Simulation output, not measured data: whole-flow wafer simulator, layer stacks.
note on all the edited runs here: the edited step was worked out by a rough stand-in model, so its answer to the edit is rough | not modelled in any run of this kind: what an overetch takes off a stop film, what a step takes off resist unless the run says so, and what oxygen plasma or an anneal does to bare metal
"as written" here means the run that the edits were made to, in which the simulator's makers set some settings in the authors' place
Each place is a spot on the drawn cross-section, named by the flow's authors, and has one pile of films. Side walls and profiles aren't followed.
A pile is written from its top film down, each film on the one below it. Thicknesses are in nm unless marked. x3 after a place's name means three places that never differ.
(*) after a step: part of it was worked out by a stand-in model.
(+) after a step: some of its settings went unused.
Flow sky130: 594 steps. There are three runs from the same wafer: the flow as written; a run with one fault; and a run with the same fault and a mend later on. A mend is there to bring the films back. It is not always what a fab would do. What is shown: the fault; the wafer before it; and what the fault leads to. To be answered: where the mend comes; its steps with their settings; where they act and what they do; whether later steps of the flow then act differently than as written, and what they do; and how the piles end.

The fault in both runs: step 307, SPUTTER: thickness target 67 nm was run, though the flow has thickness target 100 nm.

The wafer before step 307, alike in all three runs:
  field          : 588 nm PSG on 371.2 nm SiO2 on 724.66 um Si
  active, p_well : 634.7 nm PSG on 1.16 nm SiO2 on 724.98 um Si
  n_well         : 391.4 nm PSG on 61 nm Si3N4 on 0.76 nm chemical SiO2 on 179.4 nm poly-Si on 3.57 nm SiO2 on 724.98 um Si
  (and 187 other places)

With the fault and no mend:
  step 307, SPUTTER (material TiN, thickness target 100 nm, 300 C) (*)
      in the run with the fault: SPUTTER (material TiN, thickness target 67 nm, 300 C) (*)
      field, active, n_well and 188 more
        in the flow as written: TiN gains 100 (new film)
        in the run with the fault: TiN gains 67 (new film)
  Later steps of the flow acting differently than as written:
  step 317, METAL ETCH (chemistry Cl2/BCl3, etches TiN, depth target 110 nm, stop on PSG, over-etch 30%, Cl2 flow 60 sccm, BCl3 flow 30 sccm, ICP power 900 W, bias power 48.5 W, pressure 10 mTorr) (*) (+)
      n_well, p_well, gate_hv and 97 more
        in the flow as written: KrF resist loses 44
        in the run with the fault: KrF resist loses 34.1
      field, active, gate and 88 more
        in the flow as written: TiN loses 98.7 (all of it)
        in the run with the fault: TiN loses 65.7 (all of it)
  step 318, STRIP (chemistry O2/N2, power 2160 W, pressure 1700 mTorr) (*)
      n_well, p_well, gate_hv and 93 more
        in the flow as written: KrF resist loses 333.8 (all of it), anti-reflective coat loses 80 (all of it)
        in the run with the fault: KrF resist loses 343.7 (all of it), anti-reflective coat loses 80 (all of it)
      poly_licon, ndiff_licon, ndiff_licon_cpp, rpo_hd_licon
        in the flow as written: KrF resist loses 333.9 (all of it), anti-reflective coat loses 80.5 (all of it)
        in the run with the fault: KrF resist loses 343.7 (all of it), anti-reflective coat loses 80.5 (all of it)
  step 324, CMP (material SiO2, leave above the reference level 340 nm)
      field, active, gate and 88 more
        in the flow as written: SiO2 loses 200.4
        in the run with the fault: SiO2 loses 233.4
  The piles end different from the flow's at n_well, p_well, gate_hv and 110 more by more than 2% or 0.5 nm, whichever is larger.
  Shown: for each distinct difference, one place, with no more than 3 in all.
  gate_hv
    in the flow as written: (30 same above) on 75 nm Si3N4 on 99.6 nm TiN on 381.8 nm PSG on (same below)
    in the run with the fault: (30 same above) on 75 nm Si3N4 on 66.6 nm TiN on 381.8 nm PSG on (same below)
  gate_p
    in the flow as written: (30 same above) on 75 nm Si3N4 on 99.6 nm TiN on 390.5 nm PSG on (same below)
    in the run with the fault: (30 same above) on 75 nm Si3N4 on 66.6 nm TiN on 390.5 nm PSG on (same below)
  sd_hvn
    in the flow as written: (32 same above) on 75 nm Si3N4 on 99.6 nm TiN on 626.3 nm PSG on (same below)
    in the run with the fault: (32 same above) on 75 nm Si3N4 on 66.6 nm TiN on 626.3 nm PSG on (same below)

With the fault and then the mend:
  After step 307 comes the mend.
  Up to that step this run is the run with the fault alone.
  step 307a, SPUTTER (material TiN, thickness target 33 nm, 300 C) (*) (the flow's step 307, run once more with other settings)
      field, active, n_well and 188 more
        TiN gains 33
  Every later step of the flow that is run acts as written, at every place that is followed, to within 2% or 0.5 nm, whichever is larger.
  The piles end the same as the flow's at every place that both follow.
